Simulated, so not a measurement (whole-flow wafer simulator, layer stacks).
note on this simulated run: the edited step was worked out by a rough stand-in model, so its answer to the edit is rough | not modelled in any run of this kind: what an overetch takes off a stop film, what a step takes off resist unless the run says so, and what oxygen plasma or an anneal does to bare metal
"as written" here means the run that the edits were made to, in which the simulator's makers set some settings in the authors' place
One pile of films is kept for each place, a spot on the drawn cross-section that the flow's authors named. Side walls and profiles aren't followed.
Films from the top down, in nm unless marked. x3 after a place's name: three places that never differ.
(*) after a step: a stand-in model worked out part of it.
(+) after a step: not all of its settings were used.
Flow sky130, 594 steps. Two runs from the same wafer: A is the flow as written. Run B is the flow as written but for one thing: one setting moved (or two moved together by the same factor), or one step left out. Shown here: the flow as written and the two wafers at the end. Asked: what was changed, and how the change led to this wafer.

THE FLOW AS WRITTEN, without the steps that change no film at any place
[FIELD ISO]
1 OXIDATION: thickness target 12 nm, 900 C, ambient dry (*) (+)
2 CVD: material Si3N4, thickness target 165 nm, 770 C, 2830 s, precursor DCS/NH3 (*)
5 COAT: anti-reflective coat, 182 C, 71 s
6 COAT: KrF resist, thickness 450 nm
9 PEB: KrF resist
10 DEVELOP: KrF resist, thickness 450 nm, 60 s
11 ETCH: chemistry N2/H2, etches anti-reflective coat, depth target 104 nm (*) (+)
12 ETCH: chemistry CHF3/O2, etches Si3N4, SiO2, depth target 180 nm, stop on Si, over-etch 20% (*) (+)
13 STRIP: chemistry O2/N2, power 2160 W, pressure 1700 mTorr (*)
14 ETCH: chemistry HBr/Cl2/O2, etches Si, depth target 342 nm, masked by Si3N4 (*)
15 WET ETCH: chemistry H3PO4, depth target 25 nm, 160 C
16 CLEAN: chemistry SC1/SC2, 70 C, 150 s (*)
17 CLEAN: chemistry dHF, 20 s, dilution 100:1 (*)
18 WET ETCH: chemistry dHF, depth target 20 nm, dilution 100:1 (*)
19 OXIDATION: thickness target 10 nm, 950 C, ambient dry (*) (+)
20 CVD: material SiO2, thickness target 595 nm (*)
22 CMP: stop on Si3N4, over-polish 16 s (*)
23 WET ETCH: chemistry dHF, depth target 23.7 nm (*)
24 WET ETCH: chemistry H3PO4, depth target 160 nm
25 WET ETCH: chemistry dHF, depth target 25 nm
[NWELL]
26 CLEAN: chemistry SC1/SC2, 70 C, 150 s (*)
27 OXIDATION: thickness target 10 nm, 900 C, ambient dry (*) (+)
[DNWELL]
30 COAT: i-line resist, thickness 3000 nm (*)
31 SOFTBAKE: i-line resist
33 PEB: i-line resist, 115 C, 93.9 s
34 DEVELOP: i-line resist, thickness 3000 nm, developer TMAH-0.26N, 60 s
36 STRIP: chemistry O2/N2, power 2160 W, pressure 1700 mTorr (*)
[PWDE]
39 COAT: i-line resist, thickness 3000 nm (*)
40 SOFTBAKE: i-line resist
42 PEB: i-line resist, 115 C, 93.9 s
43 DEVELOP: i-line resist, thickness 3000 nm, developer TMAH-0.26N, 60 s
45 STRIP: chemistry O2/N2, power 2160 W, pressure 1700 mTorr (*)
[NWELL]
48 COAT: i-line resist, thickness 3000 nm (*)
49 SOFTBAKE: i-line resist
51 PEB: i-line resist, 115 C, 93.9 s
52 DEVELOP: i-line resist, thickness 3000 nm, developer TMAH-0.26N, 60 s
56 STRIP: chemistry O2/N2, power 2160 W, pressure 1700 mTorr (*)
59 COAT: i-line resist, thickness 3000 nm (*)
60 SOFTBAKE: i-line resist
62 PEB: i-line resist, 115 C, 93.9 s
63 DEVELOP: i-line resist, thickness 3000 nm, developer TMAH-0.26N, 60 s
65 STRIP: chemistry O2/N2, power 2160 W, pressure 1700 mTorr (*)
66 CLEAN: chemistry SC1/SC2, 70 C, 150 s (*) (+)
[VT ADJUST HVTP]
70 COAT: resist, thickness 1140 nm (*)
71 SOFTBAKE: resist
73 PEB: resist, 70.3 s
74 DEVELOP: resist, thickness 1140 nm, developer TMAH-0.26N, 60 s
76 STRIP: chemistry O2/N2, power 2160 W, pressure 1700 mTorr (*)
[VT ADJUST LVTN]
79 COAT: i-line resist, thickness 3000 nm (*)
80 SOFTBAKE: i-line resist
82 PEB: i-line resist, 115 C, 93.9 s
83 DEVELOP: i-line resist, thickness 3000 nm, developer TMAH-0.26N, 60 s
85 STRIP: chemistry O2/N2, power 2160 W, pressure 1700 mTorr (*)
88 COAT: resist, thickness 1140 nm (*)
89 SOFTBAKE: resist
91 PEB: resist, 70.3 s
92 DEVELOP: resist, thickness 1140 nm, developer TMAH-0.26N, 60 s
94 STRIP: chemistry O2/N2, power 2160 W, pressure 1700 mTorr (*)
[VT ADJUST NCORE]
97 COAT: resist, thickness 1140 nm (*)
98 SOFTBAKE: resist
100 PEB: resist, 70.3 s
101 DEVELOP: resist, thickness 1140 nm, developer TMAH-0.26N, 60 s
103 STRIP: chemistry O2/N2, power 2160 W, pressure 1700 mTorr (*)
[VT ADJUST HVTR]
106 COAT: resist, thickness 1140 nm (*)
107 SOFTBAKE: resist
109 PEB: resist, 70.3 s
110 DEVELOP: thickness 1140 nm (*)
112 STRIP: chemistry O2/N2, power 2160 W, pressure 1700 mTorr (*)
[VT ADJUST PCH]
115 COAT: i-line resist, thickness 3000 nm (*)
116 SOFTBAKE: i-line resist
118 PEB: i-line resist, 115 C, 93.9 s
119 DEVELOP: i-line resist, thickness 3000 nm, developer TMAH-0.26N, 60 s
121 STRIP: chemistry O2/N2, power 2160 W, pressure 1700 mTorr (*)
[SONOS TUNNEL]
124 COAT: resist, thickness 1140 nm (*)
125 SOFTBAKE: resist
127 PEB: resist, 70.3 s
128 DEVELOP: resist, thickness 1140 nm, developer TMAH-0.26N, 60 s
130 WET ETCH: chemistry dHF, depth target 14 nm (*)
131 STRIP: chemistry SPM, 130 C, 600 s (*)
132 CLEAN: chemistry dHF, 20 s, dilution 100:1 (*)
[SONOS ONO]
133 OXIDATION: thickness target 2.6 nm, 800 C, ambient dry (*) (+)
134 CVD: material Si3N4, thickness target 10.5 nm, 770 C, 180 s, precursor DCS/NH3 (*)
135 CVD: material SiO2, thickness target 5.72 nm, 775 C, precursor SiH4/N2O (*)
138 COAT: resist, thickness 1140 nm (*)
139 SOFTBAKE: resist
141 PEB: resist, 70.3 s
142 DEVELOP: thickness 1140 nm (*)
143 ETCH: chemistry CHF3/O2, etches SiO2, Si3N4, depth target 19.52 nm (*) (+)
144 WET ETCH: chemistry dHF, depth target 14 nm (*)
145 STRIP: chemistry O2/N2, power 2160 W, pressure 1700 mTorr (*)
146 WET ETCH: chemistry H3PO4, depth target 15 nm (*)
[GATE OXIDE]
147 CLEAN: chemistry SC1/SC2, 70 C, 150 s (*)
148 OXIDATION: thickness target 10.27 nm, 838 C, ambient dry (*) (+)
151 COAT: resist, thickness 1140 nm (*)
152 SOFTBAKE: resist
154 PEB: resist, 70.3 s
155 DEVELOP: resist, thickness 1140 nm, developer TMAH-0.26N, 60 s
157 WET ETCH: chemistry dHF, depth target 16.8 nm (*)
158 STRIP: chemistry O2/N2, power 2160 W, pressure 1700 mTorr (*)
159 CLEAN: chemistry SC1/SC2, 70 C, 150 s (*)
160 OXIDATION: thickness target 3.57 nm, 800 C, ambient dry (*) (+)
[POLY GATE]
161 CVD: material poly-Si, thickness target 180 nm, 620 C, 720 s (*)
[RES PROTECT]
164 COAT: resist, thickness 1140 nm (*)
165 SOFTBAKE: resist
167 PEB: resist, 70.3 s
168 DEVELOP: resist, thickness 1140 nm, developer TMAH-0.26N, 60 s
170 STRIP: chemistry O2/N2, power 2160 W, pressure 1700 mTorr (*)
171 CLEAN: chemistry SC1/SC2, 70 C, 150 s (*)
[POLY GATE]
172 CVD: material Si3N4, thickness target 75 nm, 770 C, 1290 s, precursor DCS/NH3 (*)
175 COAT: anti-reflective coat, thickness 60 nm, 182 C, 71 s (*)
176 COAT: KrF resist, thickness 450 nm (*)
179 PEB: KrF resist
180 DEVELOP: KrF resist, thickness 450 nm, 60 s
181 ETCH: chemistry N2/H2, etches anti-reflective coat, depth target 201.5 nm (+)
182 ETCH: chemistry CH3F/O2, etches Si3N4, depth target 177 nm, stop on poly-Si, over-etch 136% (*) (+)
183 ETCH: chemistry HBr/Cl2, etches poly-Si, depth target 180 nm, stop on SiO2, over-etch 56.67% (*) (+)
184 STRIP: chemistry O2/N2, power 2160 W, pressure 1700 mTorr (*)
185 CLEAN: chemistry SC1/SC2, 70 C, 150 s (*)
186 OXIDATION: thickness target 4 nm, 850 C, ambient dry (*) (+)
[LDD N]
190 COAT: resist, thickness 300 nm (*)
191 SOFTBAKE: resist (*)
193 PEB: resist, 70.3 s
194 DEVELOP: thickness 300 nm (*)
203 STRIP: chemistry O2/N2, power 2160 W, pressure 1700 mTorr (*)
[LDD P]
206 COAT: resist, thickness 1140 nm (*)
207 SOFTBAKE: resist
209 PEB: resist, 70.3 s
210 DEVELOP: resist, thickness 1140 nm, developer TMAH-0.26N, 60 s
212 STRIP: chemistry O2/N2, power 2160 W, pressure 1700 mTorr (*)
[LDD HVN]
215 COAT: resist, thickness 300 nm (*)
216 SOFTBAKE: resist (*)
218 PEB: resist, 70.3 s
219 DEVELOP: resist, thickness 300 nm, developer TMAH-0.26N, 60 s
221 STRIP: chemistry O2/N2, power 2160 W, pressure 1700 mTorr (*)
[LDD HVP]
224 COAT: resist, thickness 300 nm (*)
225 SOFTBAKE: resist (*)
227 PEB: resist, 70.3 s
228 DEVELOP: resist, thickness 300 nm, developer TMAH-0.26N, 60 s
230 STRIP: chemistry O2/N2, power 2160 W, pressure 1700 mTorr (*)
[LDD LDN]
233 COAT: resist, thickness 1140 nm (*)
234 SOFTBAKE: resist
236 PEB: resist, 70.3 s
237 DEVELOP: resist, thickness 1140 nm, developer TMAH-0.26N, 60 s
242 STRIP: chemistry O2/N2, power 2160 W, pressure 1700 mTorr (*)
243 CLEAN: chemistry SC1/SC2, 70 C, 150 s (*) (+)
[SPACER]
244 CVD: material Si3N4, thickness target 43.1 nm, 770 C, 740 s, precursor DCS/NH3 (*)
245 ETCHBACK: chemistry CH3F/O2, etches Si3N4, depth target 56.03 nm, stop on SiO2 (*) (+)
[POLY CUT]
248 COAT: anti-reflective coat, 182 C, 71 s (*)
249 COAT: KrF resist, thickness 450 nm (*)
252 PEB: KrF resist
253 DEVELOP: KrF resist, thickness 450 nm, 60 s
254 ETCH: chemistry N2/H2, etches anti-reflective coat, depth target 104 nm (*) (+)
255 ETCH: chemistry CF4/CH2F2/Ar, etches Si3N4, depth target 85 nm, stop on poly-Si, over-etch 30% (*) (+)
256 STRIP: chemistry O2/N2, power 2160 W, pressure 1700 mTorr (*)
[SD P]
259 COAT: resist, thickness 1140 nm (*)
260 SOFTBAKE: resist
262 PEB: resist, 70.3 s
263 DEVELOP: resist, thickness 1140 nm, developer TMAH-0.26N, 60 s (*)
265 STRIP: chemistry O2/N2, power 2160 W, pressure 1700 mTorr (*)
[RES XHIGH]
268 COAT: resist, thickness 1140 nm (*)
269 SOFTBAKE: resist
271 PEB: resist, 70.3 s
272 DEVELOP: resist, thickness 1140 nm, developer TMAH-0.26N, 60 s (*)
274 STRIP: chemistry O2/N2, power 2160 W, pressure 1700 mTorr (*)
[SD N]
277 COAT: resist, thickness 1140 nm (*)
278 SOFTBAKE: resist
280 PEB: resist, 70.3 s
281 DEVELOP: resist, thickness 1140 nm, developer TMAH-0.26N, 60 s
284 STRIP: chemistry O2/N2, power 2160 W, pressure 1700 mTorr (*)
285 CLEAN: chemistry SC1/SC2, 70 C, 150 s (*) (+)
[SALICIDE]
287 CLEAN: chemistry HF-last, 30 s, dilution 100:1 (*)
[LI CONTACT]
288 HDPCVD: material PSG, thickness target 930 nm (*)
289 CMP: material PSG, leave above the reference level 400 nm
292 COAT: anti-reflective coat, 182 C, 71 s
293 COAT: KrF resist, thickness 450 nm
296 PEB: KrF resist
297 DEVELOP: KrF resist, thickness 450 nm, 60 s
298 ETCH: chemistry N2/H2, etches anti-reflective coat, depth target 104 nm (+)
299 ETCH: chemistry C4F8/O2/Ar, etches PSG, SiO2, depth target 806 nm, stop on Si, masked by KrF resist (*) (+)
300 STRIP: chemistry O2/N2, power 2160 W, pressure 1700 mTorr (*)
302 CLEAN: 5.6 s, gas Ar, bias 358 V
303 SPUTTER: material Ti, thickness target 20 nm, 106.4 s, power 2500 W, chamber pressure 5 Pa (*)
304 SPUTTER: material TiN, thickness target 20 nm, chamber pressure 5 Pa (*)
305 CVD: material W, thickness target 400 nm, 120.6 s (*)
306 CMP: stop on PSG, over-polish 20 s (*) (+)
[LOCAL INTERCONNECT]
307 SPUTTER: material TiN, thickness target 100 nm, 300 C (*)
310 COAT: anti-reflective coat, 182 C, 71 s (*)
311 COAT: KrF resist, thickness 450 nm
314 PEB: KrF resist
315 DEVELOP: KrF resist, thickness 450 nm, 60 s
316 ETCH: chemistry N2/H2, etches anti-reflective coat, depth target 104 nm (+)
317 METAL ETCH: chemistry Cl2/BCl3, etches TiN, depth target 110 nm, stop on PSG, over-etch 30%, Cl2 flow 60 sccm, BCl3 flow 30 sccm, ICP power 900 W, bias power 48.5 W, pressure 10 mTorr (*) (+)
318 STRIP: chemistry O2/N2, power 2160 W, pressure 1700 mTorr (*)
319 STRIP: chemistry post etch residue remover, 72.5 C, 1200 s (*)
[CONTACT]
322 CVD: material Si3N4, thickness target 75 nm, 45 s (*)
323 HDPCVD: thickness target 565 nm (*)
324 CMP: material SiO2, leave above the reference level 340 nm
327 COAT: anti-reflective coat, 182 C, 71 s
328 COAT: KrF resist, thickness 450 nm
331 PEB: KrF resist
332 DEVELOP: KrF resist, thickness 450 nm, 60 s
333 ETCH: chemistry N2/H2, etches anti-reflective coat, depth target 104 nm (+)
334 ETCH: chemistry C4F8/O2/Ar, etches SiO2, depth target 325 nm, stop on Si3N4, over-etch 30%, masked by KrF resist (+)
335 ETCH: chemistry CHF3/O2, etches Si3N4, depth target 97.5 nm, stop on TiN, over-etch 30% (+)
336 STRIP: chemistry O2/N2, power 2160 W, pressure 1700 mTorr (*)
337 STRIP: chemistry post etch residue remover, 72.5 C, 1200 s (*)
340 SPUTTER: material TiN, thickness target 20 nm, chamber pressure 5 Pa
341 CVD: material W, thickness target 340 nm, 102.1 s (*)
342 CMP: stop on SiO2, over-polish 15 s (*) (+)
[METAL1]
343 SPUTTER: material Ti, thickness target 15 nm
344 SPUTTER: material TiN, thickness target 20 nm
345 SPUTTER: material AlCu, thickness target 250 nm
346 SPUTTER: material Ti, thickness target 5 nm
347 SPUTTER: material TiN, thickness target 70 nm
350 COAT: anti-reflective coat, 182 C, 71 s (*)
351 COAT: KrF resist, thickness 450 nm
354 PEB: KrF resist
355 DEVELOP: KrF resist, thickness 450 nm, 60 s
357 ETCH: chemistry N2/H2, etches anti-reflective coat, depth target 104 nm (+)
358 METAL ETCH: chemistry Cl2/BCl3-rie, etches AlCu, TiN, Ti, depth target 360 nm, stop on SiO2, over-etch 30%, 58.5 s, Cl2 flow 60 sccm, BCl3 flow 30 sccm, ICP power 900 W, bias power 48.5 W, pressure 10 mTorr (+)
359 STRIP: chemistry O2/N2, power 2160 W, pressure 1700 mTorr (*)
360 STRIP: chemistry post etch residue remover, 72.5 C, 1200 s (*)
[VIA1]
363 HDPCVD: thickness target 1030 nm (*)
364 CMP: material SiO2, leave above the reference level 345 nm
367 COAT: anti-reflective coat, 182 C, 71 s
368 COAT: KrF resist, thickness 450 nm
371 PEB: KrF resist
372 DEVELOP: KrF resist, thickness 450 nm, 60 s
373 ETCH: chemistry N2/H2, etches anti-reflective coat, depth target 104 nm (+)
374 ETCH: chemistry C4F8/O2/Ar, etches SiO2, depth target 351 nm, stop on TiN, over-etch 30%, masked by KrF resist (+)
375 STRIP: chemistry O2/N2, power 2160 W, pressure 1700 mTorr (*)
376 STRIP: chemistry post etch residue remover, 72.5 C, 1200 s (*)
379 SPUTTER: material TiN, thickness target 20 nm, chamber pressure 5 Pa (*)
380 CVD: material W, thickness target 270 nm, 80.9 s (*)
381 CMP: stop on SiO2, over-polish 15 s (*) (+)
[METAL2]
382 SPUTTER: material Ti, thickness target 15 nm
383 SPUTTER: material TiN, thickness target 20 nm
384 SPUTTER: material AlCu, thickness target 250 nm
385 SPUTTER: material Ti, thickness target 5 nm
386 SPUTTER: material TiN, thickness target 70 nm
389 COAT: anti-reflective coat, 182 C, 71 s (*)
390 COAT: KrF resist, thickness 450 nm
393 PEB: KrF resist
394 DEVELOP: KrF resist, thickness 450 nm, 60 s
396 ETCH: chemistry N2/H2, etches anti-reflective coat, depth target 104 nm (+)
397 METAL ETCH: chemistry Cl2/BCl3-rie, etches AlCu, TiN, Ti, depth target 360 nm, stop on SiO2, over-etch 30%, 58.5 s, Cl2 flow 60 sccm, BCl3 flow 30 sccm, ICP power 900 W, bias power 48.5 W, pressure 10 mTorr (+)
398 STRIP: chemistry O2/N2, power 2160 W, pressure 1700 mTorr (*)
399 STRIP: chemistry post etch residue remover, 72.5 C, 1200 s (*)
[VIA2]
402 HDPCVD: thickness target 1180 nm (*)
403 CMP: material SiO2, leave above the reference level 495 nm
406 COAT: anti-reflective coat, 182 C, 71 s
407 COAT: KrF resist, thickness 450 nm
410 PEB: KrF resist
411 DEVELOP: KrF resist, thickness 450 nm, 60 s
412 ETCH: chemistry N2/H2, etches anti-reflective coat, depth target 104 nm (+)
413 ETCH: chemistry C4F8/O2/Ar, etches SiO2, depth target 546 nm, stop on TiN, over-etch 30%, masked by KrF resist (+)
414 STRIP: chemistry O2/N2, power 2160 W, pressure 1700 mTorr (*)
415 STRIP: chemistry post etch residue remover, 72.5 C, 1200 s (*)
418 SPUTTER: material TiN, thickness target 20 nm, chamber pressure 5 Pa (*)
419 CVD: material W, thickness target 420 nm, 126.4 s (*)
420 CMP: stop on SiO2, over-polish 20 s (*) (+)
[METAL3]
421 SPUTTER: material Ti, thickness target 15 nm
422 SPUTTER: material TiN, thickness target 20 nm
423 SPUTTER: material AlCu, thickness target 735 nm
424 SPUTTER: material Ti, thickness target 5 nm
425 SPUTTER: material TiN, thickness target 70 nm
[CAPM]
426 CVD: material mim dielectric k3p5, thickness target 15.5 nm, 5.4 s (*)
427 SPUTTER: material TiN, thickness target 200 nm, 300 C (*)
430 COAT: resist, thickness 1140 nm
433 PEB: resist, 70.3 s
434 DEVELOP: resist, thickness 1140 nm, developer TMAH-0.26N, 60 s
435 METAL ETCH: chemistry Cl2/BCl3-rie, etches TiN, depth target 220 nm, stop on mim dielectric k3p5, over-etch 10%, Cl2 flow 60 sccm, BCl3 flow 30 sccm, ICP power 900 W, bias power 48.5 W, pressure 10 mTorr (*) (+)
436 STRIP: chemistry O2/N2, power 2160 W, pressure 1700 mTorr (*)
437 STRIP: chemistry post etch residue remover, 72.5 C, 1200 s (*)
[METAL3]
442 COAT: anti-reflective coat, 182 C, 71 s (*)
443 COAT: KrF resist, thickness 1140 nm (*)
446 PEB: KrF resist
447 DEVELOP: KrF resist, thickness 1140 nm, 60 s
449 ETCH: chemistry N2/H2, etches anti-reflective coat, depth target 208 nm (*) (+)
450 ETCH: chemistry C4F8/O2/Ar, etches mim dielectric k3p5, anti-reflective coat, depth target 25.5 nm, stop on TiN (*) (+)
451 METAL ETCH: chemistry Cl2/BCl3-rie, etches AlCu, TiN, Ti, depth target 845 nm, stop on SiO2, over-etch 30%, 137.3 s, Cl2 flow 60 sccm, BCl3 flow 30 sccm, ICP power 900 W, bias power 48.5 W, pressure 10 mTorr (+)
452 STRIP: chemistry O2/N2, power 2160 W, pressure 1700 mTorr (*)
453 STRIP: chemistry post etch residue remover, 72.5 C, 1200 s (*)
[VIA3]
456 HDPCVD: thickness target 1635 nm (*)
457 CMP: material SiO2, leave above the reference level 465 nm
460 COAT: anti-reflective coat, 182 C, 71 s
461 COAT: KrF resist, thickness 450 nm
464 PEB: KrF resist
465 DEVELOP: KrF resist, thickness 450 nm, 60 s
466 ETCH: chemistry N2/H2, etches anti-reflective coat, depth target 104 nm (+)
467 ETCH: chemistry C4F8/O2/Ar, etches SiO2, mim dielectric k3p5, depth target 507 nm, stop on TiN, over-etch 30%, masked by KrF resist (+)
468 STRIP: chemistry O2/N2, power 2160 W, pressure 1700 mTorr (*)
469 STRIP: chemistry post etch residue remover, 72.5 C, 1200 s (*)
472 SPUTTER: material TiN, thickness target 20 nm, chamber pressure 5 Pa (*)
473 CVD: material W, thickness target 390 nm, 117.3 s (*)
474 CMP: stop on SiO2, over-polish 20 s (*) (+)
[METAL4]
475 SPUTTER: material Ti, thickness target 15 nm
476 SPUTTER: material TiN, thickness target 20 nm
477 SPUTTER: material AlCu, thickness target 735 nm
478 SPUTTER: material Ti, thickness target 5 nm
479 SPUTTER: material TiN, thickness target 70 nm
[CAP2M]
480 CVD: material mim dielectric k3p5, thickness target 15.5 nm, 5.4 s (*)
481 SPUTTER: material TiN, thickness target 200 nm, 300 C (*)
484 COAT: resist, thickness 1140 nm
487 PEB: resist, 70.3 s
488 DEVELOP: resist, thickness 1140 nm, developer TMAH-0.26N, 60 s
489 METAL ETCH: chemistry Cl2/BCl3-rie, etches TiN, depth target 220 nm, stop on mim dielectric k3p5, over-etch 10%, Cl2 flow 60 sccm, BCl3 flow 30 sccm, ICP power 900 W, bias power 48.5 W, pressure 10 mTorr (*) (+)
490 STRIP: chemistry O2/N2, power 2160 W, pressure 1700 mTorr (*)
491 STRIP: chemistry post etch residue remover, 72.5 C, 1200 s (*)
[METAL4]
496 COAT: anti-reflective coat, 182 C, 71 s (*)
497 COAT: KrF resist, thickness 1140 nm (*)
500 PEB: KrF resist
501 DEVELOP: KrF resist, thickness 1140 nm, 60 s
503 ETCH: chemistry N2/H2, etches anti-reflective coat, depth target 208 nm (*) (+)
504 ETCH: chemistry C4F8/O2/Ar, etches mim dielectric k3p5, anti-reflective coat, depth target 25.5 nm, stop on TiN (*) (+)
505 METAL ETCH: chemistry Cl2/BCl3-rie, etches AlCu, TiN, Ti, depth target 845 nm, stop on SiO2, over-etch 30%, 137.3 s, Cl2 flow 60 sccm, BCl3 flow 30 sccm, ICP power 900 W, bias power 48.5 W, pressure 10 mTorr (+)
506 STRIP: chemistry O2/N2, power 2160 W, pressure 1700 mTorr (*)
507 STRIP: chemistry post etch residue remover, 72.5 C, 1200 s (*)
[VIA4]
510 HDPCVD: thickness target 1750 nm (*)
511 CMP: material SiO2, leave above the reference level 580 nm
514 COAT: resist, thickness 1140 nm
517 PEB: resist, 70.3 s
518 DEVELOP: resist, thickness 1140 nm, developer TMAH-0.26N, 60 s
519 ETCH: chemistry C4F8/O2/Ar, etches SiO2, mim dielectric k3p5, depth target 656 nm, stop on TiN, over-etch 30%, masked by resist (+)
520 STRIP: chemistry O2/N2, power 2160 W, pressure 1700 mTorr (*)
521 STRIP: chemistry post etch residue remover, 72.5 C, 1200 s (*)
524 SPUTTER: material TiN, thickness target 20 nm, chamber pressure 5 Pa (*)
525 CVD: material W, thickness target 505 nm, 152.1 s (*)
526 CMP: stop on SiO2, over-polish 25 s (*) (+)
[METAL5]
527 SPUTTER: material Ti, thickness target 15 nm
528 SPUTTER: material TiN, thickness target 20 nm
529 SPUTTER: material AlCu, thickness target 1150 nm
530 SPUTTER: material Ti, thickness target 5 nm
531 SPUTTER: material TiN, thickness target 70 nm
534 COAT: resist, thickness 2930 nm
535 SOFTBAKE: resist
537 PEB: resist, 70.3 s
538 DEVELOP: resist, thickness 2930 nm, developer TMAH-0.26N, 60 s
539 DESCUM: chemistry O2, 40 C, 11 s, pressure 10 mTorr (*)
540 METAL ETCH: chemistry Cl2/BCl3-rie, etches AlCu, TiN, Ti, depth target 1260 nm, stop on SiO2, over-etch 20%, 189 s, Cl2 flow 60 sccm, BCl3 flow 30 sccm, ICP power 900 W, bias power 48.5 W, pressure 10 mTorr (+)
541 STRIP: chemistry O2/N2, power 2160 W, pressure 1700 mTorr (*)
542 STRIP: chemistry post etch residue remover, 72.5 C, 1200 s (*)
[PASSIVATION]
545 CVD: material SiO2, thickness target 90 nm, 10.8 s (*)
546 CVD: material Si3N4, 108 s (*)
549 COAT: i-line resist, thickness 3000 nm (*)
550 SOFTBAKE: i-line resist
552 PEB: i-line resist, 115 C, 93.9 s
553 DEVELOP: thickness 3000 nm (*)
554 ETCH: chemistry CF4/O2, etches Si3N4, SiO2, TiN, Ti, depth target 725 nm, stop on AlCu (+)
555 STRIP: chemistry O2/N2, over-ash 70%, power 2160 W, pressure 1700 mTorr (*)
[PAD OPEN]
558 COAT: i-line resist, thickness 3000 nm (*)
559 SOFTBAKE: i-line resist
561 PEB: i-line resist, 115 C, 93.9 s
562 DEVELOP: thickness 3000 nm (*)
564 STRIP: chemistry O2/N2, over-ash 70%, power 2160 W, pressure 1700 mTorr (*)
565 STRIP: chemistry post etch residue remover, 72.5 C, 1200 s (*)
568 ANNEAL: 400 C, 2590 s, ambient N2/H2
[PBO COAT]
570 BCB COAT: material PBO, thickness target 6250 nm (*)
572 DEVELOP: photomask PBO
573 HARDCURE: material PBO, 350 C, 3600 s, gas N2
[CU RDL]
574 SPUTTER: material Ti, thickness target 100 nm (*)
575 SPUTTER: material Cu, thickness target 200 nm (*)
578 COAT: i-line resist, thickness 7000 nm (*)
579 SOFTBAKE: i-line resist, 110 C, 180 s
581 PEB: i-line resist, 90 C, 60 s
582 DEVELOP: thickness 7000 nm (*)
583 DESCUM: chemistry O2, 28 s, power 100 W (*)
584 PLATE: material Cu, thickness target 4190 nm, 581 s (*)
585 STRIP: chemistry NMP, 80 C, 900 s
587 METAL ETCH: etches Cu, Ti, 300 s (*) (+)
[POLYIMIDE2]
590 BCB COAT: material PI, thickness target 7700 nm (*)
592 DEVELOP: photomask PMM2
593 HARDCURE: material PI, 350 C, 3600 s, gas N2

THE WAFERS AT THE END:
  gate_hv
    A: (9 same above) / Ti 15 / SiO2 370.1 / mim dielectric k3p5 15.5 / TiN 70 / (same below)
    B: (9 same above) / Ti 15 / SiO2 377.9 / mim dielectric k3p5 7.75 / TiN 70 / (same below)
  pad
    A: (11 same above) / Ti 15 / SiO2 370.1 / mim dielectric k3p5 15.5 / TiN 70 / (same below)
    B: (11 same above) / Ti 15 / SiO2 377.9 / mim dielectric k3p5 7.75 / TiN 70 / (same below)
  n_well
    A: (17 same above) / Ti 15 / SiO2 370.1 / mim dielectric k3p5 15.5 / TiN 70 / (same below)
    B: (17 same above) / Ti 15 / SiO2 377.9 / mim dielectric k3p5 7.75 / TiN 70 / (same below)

The cause: step 426, CVD: thickness target 7.75 nm was run, where the flow has thickness target 15.5 nm; step 426, CVD: 2.7 s was run, where the flow has 5.4 s.
It can be read off the wafer: gate_hv has mim dielectric k3p5 7.75, and step 426 as written asks for 15.5 nm.

How the change led to this, step by step:
  426 CVD: material mim dielectric k3p5, thickness target 15.5 nm, 5.4 s (*)
      field, active, n_well and 188 more: A mim dielectric k3p5 +15.5 (new film) | B mim dielectric k3p5 +7.75 (new film)
  450 ETCH: chemistry C4F8/O2/Ar, etches mim dielectric k3p5, anti-reflective coat, depth target 25.5 nm, stop on TiN (*) (+)
      n_well, p_well, gate_hv and 104 more: A KrF resist -15.5 | B KrF resist -7.75
      field, active, gate and 82 more: A mim dielectric k3p5 -15.5 (all of it) | B mim dielectric k3p5 -7.75 (all of it)
  452 STRIP: chemistry O2/N2, power 2160 W, pressure 1700 mTorr (*)
      mim_edge_plate_strap, mim_edge_plate: A KrF resist -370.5 (all of it), anti-reflective coat -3 (all of it) | B KrF resist -378.3 (all of it), anti-reflective coat -3 (all of it)
  467 ETCH: chemistry C4F8/O2/Ar, etches SiO2, mim dielectric k3p5, depth target 507 nm, stop on TiN, over-etch 30%, masked by KrF resist (+)
      m1: A SiO2 -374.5 (all of it), mim dielectric k3p5 -15.5 (all of it) | B SiO2 -382.3 (all of it), mim dielectric k3p5 -7.75 (all of it)
      via3_hole: A SiO2 -373.9 (all of it), mim dielectric k3p5 -15.5 (all of it) | B SiO2 -381.6 (all of it), mim dielectric k3p5 -7.75 (all of it)
